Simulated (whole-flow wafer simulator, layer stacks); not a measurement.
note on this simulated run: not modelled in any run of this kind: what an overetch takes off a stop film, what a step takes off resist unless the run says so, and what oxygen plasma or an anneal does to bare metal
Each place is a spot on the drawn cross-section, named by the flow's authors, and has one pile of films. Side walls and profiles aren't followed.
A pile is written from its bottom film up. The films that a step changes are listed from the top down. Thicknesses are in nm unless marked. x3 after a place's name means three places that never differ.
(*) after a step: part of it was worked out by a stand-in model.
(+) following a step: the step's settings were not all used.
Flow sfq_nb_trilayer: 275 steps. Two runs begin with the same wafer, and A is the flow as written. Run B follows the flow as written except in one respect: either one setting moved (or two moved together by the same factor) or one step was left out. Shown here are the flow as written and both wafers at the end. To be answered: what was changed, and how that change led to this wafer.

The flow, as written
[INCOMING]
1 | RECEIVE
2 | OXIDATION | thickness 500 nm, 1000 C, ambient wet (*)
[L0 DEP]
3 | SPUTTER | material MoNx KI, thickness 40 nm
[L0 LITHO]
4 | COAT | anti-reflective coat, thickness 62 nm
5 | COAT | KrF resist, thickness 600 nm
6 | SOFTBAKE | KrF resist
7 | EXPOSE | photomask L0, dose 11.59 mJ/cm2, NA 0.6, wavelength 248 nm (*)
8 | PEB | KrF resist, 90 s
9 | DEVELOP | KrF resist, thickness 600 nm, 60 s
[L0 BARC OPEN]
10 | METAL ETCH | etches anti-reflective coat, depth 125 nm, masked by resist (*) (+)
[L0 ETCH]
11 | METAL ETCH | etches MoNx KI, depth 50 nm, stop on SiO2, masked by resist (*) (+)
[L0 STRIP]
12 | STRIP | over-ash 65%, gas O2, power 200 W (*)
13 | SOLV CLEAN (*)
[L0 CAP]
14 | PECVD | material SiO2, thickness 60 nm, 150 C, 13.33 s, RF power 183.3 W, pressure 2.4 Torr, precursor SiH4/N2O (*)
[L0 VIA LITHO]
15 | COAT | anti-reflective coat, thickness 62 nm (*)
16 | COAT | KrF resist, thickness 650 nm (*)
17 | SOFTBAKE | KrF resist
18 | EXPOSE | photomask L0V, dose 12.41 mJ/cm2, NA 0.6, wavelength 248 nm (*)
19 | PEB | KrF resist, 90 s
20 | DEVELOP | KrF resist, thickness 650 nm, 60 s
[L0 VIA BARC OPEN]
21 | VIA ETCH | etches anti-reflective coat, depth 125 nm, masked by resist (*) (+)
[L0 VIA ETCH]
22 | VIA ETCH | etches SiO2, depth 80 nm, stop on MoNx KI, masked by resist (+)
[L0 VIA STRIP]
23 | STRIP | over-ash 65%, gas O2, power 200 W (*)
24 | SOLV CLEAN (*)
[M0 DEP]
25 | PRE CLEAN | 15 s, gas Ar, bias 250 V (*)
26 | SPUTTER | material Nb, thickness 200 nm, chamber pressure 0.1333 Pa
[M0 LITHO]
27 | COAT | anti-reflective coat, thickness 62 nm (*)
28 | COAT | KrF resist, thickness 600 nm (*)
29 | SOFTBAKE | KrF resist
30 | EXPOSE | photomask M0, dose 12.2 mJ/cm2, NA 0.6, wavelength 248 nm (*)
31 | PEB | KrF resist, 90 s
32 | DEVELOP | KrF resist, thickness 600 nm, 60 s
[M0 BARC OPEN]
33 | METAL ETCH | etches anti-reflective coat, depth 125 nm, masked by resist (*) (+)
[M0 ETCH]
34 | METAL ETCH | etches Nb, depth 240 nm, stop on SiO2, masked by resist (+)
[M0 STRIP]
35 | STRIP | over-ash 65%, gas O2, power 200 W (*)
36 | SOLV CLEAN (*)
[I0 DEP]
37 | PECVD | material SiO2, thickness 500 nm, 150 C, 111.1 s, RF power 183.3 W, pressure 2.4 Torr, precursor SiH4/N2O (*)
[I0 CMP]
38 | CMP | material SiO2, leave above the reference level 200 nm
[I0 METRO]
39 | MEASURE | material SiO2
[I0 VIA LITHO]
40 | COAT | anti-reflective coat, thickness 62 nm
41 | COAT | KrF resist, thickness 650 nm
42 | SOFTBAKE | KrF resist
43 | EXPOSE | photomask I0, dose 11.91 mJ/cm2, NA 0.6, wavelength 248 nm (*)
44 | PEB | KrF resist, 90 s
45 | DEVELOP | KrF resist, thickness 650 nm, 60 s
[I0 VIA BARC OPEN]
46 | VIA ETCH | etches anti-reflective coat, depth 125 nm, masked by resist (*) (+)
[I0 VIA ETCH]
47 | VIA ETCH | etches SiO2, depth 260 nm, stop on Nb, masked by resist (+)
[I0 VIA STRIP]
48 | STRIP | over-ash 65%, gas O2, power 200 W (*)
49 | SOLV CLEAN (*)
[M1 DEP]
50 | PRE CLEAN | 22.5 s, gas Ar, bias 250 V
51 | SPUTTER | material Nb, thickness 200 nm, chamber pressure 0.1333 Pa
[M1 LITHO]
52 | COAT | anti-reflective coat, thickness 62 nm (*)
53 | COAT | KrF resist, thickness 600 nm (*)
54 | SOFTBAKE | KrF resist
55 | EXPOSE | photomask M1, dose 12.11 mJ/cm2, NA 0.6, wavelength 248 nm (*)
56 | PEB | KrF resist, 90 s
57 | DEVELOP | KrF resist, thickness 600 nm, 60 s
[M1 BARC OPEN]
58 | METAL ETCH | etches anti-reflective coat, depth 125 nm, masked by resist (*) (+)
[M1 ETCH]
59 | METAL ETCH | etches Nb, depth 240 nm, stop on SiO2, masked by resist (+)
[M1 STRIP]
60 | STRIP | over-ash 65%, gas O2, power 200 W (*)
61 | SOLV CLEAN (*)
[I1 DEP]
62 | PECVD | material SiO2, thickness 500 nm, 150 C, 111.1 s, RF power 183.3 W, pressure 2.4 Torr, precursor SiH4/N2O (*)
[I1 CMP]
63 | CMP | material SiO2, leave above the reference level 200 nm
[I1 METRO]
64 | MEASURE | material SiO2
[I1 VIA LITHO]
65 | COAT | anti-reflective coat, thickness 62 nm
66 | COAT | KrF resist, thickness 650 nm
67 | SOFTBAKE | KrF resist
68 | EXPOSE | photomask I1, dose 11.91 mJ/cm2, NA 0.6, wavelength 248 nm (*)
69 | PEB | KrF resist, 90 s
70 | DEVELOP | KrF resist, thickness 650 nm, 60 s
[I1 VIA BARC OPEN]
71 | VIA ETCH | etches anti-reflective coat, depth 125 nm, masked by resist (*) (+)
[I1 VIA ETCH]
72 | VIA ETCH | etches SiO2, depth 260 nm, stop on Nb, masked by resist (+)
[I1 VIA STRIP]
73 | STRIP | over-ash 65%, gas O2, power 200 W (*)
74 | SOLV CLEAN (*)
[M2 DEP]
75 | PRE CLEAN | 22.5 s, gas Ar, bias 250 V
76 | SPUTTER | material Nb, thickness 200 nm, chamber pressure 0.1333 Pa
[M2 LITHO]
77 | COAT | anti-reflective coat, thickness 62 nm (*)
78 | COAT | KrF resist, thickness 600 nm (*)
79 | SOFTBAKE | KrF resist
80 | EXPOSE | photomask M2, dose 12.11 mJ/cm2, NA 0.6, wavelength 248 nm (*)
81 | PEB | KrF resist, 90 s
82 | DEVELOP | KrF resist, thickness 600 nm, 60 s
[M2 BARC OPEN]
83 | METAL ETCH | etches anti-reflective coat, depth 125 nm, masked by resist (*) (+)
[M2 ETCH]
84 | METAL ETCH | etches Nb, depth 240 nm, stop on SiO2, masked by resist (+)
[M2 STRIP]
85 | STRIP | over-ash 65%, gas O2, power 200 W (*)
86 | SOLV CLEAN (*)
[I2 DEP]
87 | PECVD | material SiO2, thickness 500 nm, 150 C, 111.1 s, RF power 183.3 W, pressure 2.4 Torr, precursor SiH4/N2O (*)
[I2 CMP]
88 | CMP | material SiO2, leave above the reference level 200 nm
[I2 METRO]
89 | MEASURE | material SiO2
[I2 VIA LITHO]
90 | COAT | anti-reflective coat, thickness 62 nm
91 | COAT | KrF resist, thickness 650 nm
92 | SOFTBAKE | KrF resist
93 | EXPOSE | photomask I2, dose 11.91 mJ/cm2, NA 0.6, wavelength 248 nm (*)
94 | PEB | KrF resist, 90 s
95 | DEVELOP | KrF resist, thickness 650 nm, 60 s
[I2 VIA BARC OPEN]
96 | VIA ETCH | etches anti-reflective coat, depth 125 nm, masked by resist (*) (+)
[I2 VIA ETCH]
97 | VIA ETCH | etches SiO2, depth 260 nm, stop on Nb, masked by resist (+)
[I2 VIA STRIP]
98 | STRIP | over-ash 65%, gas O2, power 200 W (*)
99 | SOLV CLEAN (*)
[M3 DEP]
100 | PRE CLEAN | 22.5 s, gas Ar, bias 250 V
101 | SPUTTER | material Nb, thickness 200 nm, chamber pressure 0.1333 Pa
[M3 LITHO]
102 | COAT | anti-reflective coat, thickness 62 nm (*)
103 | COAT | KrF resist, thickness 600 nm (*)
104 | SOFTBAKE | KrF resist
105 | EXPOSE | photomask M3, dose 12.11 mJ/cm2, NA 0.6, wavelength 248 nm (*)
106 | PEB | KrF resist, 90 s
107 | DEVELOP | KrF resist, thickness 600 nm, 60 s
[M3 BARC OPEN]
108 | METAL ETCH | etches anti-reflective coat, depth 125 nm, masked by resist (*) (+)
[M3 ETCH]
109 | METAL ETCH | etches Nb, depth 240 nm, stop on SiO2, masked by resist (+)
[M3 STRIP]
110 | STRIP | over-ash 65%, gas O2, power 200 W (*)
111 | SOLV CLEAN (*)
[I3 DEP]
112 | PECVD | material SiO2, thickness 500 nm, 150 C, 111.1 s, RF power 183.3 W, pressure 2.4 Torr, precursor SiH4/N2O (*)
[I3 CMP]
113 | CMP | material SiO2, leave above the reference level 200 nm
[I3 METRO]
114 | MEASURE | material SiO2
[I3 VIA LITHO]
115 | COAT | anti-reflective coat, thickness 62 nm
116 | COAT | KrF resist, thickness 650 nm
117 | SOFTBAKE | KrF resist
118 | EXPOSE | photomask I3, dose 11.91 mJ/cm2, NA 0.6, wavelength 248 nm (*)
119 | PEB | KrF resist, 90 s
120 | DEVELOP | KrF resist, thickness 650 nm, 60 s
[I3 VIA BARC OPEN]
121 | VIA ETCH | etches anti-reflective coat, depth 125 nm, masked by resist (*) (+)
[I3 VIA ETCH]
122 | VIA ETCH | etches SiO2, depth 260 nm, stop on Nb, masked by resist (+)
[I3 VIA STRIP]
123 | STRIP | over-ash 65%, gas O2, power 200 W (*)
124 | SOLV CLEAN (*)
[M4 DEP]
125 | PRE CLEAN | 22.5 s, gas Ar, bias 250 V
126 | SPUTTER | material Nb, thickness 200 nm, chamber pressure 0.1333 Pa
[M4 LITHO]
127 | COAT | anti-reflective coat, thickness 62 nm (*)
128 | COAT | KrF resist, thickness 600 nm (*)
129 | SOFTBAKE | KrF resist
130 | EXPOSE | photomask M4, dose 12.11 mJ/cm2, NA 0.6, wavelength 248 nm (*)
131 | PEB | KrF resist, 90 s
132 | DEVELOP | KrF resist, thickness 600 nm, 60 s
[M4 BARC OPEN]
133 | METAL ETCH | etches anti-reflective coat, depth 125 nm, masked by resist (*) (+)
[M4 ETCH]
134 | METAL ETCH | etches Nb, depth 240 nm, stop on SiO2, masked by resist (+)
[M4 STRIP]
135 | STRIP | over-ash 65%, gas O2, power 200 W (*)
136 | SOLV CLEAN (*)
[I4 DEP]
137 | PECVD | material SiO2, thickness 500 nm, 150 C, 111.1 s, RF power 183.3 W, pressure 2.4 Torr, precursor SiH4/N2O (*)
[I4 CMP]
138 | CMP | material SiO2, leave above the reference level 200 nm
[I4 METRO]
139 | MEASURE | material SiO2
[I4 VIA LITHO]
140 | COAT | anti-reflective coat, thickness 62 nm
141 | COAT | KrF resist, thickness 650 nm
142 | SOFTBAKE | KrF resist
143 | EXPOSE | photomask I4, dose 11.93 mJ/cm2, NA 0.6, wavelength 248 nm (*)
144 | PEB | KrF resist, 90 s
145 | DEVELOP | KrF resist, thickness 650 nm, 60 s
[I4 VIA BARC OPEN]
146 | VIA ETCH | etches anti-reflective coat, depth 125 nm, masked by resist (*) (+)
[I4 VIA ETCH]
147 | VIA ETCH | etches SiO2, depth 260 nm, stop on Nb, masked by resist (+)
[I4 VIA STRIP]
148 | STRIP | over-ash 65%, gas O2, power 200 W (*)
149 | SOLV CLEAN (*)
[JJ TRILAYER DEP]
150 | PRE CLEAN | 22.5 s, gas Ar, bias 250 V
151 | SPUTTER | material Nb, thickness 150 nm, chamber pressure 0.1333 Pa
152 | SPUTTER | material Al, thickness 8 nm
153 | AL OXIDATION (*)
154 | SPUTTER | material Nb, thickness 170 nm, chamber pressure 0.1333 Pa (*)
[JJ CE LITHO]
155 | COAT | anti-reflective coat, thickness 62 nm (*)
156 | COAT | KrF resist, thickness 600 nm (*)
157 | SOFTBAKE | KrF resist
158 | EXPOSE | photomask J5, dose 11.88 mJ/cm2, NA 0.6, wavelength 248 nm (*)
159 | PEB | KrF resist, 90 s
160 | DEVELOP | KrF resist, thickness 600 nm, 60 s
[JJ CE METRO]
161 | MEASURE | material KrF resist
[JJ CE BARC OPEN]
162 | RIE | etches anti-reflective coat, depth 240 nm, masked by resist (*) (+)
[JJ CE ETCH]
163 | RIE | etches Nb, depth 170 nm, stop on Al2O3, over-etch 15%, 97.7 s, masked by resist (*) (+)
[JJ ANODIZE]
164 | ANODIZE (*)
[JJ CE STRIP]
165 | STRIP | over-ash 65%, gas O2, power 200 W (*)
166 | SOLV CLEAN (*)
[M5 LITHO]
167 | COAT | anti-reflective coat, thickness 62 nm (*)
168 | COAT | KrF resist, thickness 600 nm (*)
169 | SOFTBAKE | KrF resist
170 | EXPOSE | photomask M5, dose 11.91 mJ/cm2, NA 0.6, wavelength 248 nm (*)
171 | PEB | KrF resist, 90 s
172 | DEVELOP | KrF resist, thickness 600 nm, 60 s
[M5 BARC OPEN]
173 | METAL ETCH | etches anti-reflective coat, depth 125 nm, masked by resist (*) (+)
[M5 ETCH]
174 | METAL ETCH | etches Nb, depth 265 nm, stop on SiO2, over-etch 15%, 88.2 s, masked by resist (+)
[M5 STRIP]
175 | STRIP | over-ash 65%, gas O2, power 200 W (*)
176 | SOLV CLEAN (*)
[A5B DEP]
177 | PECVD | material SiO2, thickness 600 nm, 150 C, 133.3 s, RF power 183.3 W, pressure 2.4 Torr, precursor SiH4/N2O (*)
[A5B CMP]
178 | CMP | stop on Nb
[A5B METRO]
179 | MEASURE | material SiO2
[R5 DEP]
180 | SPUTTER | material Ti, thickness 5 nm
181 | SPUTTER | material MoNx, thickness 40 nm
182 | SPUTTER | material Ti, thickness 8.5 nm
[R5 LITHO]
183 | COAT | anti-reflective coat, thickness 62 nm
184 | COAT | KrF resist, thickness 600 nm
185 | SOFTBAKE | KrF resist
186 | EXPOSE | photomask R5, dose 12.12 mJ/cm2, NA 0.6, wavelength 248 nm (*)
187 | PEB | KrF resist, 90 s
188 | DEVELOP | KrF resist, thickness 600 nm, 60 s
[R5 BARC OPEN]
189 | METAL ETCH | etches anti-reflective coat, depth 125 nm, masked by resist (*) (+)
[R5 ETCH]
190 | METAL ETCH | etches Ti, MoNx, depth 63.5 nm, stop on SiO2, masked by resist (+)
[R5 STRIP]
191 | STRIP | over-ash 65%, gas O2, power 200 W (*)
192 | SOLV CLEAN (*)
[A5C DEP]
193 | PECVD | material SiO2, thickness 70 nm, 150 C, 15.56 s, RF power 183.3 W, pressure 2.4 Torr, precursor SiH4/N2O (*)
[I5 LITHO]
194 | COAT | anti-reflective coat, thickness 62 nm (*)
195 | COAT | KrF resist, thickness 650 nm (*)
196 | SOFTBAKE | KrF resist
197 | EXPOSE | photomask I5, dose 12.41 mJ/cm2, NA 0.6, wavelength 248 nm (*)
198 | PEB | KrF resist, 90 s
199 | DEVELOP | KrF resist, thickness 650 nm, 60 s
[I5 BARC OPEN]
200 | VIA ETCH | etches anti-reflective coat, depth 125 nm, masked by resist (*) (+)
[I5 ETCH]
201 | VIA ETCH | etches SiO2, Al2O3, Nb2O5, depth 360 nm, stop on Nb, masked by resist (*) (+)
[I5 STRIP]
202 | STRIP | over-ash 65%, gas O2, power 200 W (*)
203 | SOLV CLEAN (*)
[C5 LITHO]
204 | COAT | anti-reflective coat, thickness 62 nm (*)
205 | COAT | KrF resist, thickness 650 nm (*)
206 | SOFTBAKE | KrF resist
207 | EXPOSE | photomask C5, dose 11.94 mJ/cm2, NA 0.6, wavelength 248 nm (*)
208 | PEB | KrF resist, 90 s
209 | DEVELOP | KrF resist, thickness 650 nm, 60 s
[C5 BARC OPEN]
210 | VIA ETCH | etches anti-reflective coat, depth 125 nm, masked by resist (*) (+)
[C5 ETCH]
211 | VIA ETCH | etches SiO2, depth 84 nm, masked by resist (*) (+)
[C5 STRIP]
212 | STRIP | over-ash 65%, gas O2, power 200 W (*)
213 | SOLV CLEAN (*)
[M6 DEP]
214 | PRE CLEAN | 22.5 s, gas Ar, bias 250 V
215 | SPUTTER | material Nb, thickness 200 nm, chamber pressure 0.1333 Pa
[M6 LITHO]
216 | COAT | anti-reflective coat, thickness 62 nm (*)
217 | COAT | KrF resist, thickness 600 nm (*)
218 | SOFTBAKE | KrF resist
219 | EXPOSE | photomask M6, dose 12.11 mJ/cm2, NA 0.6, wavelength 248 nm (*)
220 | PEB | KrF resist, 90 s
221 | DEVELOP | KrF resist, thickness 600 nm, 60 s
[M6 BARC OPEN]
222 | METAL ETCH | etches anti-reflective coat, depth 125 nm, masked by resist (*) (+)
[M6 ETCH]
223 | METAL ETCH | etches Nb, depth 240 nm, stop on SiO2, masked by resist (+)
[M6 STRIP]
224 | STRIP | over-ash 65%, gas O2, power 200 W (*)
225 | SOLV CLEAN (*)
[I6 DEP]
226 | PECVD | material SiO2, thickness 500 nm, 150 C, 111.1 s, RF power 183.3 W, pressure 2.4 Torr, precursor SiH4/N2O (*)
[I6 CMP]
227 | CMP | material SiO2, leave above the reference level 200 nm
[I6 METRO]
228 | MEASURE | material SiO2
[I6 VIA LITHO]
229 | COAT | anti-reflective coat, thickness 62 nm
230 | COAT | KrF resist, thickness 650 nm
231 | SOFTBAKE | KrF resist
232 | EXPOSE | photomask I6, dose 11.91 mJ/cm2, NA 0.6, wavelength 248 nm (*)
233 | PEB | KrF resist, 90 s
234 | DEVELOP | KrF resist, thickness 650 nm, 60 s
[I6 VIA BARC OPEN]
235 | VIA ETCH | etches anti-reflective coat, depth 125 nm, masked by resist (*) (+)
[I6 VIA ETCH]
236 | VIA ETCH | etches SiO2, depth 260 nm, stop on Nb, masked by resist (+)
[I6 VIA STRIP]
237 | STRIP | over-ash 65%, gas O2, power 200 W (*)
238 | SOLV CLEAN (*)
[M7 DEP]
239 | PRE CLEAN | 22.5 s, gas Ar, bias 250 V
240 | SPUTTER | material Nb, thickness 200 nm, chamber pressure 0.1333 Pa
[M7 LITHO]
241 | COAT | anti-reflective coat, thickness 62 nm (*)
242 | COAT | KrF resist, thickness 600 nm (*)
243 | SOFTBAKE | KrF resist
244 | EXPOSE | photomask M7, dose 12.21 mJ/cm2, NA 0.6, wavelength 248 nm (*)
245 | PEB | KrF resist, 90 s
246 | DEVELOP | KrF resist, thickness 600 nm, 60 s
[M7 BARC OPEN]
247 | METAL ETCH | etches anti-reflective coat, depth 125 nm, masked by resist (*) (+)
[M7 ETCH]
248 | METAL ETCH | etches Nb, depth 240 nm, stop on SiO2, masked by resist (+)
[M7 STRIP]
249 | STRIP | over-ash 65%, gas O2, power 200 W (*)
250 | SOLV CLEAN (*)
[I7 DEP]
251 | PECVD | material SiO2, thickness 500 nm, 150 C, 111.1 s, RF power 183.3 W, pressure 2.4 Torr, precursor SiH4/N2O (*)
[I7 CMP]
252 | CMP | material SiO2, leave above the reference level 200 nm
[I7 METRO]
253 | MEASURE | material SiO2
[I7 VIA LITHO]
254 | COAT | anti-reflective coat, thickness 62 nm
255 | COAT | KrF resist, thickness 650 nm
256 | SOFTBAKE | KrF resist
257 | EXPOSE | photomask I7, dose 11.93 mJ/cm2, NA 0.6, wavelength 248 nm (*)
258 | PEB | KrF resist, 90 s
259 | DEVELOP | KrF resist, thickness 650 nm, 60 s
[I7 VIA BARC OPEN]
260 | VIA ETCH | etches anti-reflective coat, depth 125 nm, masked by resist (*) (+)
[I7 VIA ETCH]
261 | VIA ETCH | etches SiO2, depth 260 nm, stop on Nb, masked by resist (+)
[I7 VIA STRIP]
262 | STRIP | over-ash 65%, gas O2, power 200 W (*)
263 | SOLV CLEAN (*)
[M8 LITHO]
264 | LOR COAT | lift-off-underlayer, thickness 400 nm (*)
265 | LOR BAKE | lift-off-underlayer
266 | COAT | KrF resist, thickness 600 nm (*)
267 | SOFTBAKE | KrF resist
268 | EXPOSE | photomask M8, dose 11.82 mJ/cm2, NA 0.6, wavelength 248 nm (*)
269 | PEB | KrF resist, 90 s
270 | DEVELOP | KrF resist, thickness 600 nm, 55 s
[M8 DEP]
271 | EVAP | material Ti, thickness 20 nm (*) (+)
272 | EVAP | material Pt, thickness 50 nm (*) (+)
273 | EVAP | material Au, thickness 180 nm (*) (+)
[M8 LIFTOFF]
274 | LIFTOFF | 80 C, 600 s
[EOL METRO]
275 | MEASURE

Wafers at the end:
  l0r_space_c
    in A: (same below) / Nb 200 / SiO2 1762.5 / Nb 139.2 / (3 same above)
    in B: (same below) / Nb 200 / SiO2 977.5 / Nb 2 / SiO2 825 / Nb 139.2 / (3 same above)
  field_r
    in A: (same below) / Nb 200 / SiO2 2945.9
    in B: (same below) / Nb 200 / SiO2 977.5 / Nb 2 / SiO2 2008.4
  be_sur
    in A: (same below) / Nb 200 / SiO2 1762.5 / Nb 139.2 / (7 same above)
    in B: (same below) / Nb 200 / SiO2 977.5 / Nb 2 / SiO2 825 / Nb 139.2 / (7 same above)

What caused this: step 101, SPUTTER: thickness 242 nm was run, whereas the flow has thickness 200 nm.

How this came from the change, step by step:
  101 | SPUTTER | material Nb, thickness 200 nm, chamber pressure 0.1333 Pa
      field_l, v_sur, via_wl and 102 more: A +200 Nb (new film) | B +242 Nb (new film)
      via_w: A +165.5 Nb | B +200.8 Nb
  102 | COAT | anti-reflective coat, thickness 62 nm (*)
      via_wl, via_wr: A +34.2 anti-reflective coat (new film) | B +32.9 anti-reflective coat (new film)
  109 | METAL ETCH | etches Nb, depth 240 nm, stop on SiO2, masked by resist (+)
      field_l, be, be_sur and 72 more: A -200 Nb (all of it) | B -240 Nb
  110 | STRIP | over-ash 65%, gas O2, power 200 W (*)
      via_wl: A -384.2 KrF resist (all of it), -34.2 anti-reflective coat (all of it) | B -384.3 KrF resist (all of it), -32.9 anti-reflective coat (all of it)
      via_wr: A -384.2 KrF resist (all of it), -34.2 anti-reflective coat (all of it) | B -384.4 KrF resist (all of it), -32.9 anti-reflective coat (all of it)
  112 | PECVD | material SiO2, thickness 500 nm, 150 C, 111.1 s, RF power 183.3 W, pressure 2.4 Torr, precursor SiH4/N2O (*)
      field_l, be, be_sur and 64 more: A +500 SiO2 | B +500 SiO2 (new film)
      p4_g1, p4_g2, p3_s0, p3_s1, p3_s2, p3_s3, p3_s4, p3_s5: A +557.1 SiO2 | B +597.1 SiO2 (new film)
      (and at 1 other place as well)
  113 | CMP | material SiO2, leave above the reference level 200 nm
      field_l, be, be_sur and 64 more: A -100 SiO2 | B -60 SiO2
      via_w: A -181.6 SiO2 | B -157.1 SiO2
Taking metal films that touch as one body, l0r_space_c has 3 bodies (between them, from the top down: SiO2 825; SiO2 977.5); the flow as written gives 2 bodies (between them, from the top down: SiO2 1762.5).
Taking metal films that touch as one body, field_r has 2 bodies (between them, from the top down: SiO2 977.5); the flow as written gives 1 body.
Taking metal films that touch as one body, be_sur has 5 bodies (between them, from the top down: SiO2 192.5; SiO2 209 / Al2O3 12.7 / Nb2O5 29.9; SiO2 825; SiO2 977.5); the flow as written gives 4 bodies (between them, from the top down: SiO2 192.5; SiO2 209 / Al2O3 12.7 / Nb2O5 29.9; SiO2 1762.5).
